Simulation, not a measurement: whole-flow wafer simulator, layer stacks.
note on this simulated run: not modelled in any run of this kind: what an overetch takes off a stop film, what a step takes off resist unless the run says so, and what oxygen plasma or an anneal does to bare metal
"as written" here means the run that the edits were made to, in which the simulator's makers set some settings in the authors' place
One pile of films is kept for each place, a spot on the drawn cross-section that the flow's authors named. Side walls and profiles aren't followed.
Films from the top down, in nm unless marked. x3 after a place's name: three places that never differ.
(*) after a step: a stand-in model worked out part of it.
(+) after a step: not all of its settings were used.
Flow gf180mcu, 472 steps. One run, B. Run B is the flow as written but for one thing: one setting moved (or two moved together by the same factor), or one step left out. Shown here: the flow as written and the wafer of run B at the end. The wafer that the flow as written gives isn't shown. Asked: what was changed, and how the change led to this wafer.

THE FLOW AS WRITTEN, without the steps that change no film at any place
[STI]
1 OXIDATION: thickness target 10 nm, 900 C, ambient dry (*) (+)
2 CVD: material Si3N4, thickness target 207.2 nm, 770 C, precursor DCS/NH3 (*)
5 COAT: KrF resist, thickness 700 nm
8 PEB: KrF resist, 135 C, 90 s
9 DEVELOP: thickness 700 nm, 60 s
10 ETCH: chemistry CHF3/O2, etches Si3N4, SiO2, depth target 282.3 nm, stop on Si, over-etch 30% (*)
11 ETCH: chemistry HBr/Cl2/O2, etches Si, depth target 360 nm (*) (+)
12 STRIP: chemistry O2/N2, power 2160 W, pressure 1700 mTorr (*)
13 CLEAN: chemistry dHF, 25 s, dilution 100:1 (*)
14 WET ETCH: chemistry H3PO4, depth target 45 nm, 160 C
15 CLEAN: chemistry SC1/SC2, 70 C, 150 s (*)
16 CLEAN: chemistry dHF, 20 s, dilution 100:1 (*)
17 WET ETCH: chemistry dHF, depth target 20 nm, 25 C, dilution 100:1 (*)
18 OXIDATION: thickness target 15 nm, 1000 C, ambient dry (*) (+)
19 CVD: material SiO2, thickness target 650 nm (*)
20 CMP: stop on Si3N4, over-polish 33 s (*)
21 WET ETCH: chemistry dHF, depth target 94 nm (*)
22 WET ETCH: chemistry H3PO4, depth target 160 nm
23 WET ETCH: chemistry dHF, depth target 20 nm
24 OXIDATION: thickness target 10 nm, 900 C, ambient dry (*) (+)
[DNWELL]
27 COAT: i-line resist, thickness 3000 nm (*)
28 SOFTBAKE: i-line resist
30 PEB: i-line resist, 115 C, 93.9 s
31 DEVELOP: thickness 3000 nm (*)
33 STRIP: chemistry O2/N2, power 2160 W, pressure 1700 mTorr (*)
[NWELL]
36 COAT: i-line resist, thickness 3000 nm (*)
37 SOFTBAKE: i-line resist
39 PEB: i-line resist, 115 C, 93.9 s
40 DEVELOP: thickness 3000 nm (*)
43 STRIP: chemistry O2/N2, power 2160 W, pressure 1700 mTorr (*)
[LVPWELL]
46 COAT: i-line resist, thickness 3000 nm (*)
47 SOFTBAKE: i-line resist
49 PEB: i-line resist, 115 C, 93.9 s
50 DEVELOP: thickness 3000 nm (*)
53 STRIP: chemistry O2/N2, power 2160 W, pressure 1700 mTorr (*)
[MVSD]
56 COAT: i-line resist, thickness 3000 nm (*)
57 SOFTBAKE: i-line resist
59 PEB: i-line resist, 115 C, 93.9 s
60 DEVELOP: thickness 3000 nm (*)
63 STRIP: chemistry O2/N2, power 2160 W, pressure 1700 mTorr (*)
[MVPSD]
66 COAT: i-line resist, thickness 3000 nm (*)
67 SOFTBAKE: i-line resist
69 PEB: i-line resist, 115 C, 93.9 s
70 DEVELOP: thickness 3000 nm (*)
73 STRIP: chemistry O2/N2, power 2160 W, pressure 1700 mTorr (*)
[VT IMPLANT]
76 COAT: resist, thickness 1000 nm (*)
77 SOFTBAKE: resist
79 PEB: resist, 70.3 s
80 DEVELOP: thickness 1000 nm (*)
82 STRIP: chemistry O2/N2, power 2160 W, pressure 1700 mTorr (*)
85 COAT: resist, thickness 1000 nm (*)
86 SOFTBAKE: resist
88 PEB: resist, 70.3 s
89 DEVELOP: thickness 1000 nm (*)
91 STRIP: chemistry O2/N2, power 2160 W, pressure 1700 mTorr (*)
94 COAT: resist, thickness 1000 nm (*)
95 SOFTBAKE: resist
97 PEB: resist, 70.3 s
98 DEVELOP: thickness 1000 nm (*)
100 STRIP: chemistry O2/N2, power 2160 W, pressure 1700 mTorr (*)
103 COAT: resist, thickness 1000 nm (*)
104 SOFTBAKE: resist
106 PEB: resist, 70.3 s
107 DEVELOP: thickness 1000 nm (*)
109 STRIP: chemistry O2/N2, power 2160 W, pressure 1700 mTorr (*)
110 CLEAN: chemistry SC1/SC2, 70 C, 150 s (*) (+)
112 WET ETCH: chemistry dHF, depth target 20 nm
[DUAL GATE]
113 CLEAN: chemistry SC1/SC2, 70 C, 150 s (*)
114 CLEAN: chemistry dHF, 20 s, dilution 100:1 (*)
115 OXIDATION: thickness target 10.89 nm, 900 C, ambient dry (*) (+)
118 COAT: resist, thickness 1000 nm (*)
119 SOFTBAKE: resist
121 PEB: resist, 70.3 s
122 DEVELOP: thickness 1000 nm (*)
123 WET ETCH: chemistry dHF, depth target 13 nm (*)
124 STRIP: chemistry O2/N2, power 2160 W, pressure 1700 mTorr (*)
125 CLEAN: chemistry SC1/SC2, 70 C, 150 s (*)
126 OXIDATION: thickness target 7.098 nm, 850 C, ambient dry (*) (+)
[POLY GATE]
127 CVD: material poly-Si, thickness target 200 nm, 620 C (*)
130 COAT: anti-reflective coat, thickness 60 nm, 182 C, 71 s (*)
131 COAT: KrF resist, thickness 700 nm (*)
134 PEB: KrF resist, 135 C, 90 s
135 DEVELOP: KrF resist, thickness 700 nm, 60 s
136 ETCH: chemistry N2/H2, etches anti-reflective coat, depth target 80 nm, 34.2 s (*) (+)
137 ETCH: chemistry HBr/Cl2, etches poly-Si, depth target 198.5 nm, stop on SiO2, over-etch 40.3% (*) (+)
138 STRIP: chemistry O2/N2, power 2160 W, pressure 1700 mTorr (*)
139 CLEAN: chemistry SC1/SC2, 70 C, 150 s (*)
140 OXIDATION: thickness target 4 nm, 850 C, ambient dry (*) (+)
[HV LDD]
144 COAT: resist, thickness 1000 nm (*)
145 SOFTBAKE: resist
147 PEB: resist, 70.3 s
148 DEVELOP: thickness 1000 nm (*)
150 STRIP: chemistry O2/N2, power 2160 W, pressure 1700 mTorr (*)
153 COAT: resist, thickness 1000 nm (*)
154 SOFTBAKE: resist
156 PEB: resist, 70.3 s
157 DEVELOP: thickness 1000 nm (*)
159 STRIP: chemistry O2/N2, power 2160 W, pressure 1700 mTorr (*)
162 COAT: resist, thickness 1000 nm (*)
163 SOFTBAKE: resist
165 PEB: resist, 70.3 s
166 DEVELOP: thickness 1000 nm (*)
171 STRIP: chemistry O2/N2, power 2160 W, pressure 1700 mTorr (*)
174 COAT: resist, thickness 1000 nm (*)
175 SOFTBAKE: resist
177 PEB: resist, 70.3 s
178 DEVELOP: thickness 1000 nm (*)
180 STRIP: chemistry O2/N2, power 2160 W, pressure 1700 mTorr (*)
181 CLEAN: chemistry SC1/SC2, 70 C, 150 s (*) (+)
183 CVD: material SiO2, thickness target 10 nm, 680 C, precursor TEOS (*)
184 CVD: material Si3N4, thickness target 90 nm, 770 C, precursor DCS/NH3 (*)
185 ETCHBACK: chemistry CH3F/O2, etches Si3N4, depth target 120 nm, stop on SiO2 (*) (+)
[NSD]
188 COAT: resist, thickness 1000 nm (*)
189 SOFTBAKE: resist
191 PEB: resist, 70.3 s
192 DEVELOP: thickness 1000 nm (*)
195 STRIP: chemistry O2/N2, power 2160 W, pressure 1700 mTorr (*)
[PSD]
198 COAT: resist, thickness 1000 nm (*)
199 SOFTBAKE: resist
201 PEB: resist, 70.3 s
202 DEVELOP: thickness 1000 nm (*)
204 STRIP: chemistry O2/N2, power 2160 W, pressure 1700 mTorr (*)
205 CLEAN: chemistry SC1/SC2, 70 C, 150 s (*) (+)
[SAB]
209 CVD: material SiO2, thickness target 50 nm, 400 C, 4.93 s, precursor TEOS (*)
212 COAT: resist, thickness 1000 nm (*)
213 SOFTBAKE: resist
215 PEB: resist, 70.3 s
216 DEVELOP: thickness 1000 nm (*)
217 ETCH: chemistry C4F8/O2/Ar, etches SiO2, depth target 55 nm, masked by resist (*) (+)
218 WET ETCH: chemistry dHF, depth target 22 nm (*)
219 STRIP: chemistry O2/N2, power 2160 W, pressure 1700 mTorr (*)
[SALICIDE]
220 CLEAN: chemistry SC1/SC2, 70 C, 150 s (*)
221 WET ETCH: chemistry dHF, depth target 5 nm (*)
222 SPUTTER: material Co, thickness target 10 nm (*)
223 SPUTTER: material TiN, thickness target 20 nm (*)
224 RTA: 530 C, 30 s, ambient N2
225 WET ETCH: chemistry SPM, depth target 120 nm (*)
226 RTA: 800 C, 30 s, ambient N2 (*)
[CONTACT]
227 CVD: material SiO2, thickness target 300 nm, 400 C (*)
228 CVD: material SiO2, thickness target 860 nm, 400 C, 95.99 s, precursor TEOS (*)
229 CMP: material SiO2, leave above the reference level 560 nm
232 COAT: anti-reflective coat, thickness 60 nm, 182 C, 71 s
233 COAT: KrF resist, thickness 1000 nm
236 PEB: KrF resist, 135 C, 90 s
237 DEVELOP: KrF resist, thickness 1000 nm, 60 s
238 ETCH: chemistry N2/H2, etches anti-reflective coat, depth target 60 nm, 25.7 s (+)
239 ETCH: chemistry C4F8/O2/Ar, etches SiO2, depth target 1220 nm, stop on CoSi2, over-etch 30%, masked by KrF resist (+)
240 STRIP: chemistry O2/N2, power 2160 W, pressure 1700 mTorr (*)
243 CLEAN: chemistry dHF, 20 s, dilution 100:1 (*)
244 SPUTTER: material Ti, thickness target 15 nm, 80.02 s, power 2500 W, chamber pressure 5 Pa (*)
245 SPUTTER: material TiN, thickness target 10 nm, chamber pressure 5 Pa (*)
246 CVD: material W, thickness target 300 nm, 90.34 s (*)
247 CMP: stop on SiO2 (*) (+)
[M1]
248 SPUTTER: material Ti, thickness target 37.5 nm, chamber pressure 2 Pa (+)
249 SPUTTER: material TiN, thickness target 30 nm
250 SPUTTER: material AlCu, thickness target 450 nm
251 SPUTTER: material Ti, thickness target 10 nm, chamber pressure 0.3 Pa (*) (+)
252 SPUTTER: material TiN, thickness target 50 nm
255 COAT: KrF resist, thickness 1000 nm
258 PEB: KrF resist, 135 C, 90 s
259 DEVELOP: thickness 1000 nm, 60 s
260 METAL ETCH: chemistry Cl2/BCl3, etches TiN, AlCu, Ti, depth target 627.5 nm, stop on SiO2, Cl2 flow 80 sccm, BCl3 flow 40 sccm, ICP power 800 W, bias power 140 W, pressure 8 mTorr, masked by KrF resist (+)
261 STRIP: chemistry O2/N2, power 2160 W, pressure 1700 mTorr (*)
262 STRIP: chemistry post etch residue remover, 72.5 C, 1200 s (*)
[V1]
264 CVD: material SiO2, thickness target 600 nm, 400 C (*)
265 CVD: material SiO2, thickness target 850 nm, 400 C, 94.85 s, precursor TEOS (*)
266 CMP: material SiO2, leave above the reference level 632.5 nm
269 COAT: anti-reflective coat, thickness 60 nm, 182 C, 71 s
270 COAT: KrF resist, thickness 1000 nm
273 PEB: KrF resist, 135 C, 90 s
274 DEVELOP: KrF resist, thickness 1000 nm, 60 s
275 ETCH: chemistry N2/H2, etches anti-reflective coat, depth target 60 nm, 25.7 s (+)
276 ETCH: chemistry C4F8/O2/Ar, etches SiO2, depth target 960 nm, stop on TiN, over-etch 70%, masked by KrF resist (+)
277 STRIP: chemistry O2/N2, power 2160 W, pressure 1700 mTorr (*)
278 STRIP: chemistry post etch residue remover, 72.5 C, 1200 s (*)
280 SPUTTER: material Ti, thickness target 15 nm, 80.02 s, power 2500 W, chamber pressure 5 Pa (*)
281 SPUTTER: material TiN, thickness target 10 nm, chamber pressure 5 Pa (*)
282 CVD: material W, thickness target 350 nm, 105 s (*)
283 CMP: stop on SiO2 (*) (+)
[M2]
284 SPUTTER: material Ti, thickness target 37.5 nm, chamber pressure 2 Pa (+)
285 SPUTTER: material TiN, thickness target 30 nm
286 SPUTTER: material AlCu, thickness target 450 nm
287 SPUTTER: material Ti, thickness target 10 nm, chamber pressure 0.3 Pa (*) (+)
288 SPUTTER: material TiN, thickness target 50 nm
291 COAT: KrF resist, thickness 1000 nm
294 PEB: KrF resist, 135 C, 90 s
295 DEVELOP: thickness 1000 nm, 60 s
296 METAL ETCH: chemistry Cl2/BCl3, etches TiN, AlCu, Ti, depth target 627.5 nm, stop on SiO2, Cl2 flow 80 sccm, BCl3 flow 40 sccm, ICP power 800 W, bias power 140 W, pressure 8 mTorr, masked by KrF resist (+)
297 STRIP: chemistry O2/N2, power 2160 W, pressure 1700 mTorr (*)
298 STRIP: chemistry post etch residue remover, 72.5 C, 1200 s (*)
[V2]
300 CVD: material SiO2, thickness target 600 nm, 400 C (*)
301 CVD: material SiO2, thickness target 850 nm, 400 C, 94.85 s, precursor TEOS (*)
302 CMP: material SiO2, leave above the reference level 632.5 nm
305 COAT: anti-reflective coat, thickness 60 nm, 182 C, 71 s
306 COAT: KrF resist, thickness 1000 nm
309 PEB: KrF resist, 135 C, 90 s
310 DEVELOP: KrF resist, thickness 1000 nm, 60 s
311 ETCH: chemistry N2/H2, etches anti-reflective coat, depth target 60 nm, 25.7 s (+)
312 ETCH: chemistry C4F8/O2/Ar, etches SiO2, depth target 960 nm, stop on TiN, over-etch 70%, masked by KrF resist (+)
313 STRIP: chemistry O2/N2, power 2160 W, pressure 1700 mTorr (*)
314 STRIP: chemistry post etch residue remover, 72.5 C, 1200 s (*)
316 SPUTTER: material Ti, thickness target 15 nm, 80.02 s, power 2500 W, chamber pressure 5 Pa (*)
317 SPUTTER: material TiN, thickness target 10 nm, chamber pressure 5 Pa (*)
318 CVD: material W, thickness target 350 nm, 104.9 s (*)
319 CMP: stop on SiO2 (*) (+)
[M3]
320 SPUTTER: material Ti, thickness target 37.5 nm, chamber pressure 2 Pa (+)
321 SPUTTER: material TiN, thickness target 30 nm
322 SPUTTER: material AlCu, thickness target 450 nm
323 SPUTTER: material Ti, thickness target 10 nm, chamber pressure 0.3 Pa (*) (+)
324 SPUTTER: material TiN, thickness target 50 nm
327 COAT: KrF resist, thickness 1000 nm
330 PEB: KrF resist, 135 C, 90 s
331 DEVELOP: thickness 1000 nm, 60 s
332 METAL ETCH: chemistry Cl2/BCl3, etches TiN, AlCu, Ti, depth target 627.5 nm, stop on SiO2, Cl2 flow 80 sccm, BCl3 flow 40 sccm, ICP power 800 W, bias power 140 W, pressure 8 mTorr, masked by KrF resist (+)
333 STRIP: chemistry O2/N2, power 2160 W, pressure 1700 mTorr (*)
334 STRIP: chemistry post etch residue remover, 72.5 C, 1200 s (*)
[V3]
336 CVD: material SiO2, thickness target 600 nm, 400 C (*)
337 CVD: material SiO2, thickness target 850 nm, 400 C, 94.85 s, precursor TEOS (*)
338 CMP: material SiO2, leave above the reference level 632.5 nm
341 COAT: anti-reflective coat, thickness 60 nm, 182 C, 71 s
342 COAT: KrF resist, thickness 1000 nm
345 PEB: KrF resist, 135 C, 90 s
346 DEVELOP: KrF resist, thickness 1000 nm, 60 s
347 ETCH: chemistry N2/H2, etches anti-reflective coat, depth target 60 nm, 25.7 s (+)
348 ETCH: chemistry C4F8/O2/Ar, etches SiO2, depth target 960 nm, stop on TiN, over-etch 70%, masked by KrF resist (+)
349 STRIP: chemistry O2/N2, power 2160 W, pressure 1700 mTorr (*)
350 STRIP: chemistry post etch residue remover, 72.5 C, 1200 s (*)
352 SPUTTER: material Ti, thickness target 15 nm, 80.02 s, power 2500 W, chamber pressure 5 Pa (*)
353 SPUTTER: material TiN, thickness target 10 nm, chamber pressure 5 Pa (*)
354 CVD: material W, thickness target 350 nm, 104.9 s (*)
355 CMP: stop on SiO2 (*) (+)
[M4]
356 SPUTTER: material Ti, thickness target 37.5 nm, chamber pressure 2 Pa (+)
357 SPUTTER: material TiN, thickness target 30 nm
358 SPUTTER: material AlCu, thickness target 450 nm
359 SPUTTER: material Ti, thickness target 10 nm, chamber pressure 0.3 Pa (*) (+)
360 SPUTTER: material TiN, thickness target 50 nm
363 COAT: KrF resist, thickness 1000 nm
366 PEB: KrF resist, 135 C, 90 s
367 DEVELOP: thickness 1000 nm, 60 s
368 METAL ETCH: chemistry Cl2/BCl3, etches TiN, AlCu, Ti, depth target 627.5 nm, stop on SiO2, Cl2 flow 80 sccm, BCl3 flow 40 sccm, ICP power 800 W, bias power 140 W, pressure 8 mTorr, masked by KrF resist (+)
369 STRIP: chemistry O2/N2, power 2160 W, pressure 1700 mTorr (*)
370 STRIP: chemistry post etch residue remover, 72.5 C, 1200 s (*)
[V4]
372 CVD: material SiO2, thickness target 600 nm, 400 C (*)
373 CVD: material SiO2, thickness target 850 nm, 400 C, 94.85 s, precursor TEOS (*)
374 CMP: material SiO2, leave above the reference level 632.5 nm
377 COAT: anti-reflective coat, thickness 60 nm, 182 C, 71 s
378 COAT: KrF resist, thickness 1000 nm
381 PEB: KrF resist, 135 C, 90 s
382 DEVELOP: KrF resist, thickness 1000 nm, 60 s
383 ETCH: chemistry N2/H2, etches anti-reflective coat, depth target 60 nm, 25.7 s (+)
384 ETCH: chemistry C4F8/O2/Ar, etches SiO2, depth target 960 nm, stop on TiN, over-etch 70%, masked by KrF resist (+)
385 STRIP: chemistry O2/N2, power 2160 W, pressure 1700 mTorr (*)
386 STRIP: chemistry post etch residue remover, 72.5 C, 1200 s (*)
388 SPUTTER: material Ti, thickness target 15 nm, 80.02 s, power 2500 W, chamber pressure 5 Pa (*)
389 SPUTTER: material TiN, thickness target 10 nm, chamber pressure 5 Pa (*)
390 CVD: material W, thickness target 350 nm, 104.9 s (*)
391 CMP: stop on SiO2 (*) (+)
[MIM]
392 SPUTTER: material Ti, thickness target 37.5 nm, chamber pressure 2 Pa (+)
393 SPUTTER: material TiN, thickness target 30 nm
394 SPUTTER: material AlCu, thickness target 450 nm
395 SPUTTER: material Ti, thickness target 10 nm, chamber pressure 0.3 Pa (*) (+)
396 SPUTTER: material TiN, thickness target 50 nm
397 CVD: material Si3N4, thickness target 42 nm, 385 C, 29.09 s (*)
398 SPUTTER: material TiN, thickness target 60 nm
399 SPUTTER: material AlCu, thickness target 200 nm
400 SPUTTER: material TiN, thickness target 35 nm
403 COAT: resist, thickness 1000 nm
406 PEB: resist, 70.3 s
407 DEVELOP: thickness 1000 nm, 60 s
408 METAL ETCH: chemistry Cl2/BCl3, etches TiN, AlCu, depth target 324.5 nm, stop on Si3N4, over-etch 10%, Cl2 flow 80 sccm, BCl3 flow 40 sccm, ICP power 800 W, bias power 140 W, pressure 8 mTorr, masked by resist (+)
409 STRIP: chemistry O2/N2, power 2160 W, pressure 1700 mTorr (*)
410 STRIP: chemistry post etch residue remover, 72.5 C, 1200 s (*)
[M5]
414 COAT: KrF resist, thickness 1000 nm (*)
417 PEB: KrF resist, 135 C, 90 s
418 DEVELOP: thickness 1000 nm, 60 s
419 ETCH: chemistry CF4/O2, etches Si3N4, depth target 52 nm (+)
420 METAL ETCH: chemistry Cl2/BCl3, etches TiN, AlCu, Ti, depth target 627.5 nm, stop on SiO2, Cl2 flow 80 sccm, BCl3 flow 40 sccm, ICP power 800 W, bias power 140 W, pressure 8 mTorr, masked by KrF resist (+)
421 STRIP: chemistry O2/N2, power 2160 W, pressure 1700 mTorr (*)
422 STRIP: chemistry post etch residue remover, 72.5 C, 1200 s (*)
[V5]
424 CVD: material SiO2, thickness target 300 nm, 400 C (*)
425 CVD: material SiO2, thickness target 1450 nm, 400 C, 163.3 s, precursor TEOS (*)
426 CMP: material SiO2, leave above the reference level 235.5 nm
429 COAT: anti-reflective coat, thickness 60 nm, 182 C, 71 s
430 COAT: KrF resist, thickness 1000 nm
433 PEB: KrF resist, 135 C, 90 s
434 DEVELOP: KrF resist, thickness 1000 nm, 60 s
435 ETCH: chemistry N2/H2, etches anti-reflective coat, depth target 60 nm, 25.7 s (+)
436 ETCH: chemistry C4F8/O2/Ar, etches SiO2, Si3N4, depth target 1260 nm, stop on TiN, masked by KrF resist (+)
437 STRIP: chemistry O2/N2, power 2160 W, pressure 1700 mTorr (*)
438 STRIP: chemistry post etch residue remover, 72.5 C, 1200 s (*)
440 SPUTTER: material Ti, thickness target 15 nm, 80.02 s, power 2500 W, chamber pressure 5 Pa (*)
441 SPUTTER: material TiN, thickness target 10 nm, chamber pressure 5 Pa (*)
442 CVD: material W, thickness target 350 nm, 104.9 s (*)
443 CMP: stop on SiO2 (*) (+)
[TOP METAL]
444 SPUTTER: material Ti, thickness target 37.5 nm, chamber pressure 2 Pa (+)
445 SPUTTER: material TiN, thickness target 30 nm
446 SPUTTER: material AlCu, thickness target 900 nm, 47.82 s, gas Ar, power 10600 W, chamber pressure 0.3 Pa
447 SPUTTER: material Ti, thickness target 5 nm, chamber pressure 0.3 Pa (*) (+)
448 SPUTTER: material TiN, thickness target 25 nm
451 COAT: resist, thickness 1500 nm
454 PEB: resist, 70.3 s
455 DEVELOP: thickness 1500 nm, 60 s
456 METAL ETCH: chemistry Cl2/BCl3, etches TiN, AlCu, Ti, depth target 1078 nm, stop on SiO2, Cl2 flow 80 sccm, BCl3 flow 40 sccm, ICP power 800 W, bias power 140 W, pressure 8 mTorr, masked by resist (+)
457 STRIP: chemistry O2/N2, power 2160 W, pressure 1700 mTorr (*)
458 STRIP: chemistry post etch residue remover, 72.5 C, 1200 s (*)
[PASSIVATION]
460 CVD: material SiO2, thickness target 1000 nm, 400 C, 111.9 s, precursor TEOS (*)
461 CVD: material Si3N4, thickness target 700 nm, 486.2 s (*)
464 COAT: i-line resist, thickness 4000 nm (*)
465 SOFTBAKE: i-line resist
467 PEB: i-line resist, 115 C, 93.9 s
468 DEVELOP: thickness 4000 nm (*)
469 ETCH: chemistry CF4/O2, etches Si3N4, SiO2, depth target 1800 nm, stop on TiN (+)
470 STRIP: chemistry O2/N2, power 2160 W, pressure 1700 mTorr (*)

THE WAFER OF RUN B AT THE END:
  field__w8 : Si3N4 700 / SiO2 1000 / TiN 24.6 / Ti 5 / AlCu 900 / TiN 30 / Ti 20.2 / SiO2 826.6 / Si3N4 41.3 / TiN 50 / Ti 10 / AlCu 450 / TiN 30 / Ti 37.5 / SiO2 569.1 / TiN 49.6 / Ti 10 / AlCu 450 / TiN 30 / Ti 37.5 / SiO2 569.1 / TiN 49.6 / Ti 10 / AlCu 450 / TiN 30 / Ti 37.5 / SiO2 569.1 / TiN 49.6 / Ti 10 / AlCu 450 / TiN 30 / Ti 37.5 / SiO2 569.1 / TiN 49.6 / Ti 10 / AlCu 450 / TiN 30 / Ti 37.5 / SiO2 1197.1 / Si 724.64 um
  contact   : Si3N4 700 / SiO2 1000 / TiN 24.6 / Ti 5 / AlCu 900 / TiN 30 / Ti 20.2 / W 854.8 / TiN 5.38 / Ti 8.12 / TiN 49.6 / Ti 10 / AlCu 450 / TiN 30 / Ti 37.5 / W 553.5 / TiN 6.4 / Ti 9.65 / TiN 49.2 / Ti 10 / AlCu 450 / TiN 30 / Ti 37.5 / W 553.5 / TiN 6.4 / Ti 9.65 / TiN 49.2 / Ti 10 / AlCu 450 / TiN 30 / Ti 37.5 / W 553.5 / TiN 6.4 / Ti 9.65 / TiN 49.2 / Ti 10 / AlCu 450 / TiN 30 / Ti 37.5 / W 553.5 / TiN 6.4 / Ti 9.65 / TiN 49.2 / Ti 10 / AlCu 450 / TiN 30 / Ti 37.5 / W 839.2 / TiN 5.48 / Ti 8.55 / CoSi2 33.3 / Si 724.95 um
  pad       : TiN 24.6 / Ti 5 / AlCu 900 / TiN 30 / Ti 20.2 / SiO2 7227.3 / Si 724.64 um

The cause: step 444, SPUTTER: thickness target 20.2 nm was run, where the flow has thickness target 37.5 nm.
It can be read off the wafer: field__w8 has Ti 20.2, and step 444 as written asks for 37.5 nm.

How the change led to this, step by step:
  444 SPUTTER: material Ti, thickness target 37.5 nm, chamber pressure 2 Pa (+)
      field, field__w1, field__w2 and 109 more: Ti +20.2 (new film) (as written it would be: Ti +37.5 (new film))
  456 METAL ETCH: chemistry Cl2/BCl3, etches TiN, AlCu, Ti, depth target 1078 nm, stop on SiO2, Cl2 flow 80 sccm, BCl3 flow 40 sccm, ICP power 800 W, bias power 140 W, pressure 8 mTorr, masked by resist (+)
      field, field__w1, field__w2 and 103 more: TiN -25 (all of it), Ti -5 (all of it), AlCu -900 (all of it), TiN -30 (all of it), Ti -20.2 (all of it) (as written it would be: TiN -25 (all of it), Ti -5 (all of it), AlCu -900 (all of it), TiN -30 (all of it), Ti -37.5 (all of it))
  465 SOFTBAKE: i-line resist
      field__w2, field_sub__w4: i-line resist +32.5 (as written it would be: i-line resist +33.4)
      field__w11, field__w13: i-line resist +36.6 (as written it would be: i-line resist +37.6)
      (and at 59 more places)
